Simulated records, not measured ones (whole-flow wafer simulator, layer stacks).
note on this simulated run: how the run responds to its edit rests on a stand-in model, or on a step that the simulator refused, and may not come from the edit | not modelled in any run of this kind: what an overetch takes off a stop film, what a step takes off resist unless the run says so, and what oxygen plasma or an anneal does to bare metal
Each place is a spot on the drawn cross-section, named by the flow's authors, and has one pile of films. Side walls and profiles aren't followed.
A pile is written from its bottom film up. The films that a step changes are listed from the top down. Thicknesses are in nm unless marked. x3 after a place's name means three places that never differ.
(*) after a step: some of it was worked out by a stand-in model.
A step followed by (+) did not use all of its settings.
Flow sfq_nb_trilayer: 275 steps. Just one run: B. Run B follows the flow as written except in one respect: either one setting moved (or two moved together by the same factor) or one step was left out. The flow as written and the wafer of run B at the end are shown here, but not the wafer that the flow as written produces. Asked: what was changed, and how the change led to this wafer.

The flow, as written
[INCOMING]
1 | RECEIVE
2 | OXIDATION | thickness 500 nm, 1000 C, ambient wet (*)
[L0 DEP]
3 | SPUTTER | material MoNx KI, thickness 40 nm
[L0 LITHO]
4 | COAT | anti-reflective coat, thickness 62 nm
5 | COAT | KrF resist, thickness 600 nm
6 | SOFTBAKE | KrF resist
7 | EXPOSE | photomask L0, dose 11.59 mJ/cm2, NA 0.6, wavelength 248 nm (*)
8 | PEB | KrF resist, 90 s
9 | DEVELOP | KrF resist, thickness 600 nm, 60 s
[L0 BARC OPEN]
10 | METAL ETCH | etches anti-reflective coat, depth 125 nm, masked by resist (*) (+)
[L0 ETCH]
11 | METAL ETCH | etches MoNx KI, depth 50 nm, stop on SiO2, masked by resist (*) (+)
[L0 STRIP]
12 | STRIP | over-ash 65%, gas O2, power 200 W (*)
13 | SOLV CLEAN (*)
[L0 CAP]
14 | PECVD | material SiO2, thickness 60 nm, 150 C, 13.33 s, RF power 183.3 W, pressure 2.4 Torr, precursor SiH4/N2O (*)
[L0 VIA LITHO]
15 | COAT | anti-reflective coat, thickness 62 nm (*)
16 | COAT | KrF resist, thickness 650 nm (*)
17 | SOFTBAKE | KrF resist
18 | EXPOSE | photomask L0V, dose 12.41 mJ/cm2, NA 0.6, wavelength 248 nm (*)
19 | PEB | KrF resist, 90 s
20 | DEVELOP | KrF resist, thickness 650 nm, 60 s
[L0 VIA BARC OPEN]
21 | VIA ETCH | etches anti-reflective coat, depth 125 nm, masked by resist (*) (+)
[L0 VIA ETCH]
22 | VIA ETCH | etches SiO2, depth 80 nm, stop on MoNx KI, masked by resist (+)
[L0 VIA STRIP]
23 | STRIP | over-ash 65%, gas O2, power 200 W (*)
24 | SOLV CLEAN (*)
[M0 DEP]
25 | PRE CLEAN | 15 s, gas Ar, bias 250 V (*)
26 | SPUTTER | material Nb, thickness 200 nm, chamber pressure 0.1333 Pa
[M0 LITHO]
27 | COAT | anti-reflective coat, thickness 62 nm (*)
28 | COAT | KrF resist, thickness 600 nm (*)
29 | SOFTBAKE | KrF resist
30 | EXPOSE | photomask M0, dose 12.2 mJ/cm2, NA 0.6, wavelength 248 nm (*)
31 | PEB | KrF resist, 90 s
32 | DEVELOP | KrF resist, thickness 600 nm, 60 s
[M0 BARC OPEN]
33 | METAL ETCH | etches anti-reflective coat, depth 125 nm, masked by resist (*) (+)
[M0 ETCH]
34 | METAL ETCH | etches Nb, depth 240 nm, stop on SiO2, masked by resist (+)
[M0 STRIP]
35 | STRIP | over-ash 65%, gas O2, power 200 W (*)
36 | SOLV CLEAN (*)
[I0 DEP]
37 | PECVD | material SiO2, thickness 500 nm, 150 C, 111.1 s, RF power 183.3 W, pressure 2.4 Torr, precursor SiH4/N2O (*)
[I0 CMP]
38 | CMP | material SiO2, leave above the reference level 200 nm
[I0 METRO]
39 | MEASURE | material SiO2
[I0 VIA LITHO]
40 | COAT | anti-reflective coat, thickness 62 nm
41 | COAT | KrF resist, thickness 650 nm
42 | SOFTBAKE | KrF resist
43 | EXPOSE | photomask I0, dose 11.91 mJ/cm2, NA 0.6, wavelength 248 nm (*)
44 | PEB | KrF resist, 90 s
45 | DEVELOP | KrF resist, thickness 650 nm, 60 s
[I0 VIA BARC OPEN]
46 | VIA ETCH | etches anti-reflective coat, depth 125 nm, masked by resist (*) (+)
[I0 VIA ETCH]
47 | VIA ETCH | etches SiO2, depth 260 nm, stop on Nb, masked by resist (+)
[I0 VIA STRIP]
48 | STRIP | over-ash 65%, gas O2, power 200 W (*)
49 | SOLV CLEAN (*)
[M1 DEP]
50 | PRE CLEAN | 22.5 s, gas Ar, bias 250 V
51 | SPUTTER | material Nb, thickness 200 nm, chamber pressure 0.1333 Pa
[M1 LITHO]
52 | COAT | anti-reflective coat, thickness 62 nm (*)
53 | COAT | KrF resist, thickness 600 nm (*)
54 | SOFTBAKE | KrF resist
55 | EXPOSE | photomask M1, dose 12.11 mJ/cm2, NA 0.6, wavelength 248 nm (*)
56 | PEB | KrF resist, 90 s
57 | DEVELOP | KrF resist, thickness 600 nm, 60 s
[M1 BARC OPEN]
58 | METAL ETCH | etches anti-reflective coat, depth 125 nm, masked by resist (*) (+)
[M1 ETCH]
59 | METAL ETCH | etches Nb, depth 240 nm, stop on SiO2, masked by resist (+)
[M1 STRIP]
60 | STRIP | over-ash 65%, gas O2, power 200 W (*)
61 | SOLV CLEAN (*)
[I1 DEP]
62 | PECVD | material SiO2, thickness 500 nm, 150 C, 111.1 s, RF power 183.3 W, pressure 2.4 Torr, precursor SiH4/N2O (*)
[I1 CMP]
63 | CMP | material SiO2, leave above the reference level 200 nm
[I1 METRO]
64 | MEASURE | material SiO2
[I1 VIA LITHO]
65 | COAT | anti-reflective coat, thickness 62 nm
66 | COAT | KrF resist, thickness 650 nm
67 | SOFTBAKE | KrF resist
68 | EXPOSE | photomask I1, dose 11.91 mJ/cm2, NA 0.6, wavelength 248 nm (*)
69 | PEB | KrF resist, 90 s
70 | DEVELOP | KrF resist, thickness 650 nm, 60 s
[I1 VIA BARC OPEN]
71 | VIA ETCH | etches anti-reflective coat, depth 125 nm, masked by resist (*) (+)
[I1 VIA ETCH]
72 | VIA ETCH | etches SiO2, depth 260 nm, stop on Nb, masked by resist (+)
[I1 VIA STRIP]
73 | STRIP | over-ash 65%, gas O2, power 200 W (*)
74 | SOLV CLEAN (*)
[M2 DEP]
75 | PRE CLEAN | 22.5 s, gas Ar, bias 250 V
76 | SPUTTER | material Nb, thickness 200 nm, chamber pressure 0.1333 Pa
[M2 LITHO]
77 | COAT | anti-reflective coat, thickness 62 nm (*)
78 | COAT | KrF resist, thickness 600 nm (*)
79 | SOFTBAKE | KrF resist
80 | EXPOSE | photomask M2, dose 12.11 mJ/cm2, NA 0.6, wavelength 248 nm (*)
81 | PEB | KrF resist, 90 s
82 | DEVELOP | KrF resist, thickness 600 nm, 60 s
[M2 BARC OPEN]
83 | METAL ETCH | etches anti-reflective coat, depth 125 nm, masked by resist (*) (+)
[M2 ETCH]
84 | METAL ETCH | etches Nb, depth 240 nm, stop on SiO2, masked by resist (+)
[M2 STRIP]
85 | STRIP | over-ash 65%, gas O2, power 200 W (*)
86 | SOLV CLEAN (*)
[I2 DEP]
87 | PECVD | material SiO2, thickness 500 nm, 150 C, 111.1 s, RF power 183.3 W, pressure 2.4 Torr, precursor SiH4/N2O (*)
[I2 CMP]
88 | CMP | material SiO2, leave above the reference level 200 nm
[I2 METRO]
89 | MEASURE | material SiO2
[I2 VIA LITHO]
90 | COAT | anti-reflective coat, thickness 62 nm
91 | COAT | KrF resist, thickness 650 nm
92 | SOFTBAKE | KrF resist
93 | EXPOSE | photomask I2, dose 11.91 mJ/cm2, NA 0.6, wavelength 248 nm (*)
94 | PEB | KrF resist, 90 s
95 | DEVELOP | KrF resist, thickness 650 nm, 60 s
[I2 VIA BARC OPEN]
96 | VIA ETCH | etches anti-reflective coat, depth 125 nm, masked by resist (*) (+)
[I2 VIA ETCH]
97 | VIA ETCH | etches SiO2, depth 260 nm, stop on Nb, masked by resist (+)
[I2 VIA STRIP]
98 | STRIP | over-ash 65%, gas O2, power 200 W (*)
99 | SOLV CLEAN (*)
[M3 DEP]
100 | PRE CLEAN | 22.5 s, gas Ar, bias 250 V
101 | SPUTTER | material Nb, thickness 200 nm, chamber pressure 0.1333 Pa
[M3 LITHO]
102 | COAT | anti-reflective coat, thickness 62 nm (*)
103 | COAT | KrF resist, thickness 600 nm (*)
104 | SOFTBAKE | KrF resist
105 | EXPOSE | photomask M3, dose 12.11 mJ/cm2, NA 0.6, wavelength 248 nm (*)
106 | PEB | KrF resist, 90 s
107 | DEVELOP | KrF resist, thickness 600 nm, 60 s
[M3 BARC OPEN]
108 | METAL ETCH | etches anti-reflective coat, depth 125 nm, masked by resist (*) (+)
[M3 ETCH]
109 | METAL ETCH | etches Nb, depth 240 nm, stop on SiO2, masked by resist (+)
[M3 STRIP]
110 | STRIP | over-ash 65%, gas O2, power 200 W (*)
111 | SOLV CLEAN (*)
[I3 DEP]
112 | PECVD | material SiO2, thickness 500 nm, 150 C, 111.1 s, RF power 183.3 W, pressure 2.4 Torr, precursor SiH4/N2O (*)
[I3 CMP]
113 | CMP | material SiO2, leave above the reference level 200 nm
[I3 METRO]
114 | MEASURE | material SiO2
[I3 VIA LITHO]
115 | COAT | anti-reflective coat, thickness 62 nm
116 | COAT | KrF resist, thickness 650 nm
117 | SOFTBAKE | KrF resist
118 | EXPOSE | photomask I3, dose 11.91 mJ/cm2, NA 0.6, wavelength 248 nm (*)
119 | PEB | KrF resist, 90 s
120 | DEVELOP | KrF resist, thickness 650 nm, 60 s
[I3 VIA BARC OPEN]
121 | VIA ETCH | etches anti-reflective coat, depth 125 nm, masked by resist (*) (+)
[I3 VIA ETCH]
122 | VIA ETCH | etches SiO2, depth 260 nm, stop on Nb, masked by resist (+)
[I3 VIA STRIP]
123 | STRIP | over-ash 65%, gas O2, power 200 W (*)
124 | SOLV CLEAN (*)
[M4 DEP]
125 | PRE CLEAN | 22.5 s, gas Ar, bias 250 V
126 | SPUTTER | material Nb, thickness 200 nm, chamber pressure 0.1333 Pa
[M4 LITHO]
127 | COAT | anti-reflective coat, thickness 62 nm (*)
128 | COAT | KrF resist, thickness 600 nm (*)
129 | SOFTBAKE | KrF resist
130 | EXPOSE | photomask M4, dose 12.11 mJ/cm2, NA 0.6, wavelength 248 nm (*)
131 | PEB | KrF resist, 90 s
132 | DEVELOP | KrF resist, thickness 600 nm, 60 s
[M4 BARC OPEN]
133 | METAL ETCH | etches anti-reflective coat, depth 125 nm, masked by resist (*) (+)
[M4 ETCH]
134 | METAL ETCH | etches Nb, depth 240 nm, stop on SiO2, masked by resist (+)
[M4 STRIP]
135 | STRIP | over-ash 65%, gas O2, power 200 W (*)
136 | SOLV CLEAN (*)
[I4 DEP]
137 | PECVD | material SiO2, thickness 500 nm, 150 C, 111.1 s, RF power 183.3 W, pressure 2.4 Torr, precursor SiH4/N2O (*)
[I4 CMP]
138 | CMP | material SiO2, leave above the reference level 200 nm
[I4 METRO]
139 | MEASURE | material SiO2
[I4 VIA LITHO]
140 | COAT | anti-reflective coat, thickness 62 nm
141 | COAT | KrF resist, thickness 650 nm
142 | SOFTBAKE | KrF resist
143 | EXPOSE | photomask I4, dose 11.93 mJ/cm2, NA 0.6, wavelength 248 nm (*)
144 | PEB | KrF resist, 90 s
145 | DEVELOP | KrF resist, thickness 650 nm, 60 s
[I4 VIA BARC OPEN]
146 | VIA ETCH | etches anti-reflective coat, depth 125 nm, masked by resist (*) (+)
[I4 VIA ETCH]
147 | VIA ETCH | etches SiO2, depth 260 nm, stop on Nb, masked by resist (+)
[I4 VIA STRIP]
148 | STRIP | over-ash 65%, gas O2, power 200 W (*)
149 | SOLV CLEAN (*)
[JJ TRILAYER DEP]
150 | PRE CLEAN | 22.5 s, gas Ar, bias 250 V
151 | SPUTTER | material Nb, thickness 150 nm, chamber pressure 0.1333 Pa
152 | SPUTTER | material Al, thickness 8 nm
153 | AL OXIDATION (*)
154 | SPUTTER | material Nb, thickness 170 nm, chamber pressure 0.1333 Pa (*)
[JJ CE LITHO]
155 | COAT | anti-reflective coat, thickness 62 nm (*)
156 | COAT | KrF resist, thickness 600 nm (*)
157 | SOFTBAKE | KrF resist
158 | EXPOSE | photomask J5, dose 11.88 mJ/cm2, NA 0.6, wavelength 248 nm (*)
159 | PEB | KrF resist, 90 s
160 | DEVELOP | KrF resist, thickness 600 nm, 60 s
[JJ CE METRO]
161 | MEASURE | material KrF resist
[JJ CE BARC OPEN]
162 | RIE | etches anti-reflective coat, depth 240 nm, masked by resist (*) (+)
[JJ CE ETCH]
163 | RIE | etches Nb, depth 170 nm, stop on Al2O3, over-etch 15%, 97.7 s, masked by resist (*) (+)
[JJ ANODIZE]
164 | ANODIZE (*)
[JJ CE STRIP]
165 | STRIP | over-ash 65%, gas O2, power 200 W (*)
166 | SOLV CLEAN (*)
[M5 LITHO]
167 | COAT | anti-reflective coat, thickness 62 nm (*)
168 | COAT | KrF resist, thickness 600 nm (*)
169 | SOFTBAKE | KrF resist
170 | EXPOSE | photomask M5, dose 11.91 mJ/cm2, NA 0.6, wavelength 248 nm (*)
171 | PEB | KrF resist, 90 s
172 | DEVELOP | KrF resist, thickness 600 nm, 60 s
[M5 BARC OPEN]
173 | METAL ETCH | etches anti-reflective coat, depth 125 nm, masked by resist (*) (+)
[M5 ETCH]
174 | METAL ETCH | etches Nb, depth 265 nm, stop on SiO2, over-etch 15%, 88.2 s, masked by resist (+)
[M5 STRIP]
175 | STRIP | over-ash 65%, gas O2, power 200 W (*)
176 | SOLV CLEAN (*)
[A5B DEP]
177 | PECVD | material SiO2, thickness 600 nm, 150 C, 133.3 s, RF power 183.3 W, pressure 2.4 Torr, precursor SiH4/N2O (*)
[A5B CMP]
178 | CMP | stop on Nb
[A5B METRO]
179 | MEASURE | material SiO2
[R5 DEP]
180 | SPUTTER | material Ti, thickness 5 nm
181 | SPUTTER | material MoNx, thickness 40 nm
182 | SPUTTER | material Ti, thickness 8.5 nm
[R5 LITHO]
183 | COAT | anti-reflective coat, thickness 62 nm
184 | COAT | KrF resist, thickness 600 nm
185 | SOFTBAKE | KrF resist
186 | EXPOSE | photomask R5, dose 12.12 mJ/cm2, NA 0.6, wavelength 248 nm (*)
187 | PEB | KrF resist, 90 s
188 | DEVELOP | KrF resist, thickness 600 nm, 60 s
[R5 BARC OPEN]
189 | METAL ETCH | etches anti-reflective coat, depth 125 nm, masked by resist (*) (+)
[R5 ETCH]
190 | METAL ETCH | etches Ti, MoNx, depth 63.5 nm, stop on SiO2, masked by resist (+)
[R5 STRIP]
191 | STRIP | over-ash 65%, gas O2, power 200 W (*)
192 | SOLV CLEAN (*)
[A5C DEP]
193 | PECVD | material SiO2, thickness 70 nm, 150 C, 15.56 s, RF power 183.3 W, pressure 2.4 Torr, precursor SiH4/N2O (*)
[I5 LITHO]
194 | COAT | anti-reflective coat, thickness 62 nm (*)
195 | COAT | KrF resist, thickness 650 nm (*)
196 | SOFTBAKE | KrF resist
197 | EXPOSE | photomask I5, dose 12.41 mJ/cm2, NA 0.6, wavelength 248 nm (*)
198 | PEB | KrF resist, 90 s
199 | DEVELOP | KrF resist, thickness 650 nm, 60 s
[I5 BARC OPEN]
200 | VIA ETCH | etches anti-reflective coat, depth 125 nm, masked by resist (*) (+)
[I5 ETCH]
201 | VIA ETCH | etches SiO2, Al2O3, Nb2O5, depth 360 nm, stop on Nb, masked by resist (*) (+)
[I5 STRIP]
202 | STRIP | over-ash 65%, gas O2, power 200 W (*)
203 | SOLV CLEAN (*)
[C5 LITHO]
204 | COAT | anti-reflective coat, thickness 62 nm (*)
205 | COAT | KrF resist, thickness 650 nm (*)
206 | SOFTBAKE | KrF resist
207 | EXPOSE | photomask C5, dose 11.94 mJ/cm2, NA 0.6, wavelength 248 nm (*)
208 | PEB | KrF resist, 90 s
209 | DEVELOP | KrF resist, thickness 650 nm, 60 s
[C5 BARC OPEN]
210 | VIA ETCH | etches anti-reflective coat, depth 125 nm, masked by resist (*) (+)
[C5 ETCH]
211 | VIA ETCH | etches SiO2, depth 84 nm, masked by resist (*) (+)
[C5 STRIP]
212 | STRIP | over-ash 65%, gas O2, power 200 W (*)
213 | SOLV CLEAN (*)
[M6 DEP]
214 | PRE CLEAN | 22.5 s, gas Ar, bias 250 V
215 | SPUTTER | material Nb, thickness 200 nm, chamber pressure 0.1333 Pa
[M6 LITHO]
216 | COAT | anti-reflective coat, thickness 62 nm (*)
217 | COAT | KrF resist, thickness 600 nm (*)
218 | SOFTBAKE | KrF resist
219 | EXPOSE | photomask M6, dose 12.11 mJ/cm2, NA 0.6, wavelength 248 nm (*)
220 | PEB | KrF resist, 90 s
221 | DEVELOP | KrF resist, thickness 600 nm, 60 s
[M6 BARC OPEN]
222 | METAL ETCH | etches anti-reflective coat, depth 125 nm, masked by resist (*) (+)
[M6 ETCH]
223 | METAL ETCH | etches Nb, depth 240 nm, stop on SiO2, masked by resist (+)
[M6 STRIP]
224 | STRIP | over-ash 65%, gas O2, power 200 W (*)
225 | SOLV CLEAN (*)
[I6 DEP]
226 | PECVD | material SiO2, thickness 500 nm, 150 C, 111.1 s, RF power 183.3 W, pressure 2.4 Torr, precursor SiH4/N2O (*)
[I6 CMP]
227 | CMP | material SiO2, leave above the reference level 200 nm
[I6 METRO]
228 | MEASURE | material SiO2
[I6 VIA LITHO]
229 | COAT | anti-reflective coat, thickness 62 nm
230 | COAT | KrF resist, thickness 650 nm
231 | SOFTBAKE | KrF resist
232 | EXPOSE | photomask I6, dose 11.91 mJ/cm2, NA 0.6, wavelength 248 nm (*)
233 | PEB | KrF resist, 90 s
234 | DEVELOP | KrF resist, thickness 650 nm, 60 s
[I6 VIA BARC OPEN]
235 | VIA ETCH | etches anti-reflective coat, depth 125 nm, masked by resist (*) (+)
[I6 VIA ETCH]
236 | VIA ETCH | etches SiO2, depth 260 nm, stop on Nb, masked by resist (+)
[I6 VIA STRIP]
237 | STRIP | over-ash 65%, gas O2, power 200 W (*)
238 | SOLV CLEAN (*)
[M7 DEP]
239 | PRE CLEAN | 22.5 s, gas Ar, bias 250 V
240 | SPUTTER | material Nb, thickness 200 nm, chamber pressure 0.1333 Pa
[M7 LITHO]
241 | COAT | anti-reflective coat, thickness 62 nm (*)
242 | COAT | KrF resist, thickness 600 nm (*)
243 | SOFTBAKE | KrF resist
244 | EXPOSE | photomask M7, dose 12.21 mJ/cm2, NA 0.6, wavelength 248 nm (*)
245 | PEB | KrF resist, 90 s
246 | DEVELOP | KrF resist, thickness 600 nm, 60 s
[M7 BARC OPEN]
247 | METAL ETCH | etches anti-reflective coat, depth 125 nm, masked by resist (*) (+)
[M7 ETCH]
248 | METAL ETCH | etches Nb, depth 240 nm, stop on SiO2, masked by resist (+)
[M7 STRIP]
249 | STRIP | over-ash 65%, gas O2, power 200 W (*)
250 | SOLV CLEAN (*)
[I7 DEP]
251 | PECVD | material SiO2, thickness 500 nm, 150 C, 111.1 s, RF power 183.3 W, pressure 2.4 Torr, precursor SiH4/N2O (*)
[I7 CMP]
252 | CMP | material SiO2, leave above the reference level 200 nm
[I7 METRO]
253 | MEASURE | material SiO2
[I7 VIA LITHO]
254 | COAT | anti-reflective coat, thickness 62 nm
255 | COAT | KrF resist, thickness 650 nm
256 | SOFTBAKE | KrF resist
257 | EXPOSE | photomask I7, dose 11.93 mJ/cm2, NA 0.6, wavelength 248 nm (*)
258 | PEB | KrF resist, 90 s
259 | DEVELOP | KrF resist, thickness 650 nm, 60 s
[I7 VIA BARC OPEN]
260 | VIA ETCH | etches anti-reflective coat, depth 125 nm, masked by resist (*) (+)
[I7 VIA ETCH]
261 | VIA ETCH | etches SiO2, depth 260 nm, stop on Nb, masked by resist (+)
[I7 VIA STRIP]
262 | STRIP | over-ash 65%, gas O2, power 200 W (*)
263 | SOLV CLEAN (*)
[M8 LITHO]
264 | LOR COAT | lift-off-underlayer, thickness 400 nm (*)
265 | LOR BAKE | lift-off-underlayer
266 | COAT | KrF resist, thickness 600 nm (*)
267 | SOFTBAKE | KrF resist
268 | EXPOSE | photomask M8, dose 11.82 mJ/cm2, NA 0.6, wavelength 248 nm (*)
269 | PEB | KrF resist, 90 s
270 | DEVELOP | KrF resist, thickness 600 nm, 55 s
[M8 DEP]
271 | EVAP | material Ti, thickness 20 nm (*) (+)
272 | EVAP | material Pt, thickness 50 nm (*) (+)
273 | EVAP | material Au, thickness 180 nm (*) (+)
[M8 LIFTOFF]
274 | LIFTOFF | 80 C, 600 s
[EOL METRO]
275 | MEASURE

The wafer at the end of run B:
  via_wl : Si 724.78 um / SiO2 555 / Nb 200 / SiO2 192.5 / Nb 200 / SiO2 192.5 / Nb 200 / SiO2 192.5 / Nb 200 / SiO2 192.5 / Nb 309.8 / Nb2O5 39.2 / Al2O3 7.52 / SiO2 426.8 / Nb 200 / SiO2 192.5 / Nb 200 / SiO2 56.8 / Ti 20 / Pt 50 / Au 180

The reason: step 261, VIA ETCH: depth 143 nm was run, whereas the flow has depth 260 nm.

The path from the change to this, step by step:
  261 | VIA ETCH | etches SiO2, depth 260 nm, stop on Nb, masked by resist (+)
      via_wl, via_w, via_wr: SiO2 loses 143 (it would be, as written: SiO2 loses 199.8 (all of it))
      field_l, v_sur, via_sp and 100 more: KrF resist loses 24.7 (it would be, as written: KrF resist loses 44.8)
  262 | STRIP | over-ash 65%, gas O2, power 200 W (*)
      field_l, v_sur, via_sp and 100 more: KrF resist loses 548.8 (all of it), anti-reflective coat loses 62 (all of it) (it would be, as written: KrF resist loses 528.6 (all of it), anti-reflective coat loses 62 (all of it))
  264 | LOR COAT | lift-off-underlayer, thickness 400 nm (*)
      via_wl, via_wr: lift-off-underlayer gains 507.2 (new film) (it would be, as written: lift-off-underlayer gains 549.8 (new film))
      v_sur: lift-off-underlayer gains 378.1 (new film) (it would be, as written: lift-off-underlayer gains 369.4 (new film))
      (also at 1 further place)
  270 | DEVELOP | KrF resist, thickness 600 nm, 55 s
      v_sur: KrF resist loses 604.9 (all of it), lift-off-underlayer loses 378.1 (all of it) (it would be, as written: KrF resist loses 607.3 (all of it), lift-off-underlayer loses 369.4 (all of it))
      via_wl: KrF resist loses 616.7 (all of it), lift-off-underlayer loses 507.2 (all of it) (it would be, as written: KrF resist loses 623.9 (all of it), lift-off-underlayer loses 549.8 (all of it))
      (also at 2 further places)
If metal films that touch count as one body, via_wl has 8 bodies (between them, from the top down: SiO2 56.8; SiO2 192.5; SiO2 426.8 / Al2O3 7.52 / Nb2O5 39.2; SiO2 192.5; SiO2 192.5; SiO2 192.5; SiO2 192.5); the flow as written gives 7 bodies (between them, from the top down: SiO2 192.5; SiO2 426.8 / Al2O3 7.52 / Nb2O5 39.2; SiO2 192.5; SiO2 192.5; SiO2 192.5; SiO2 192.5).
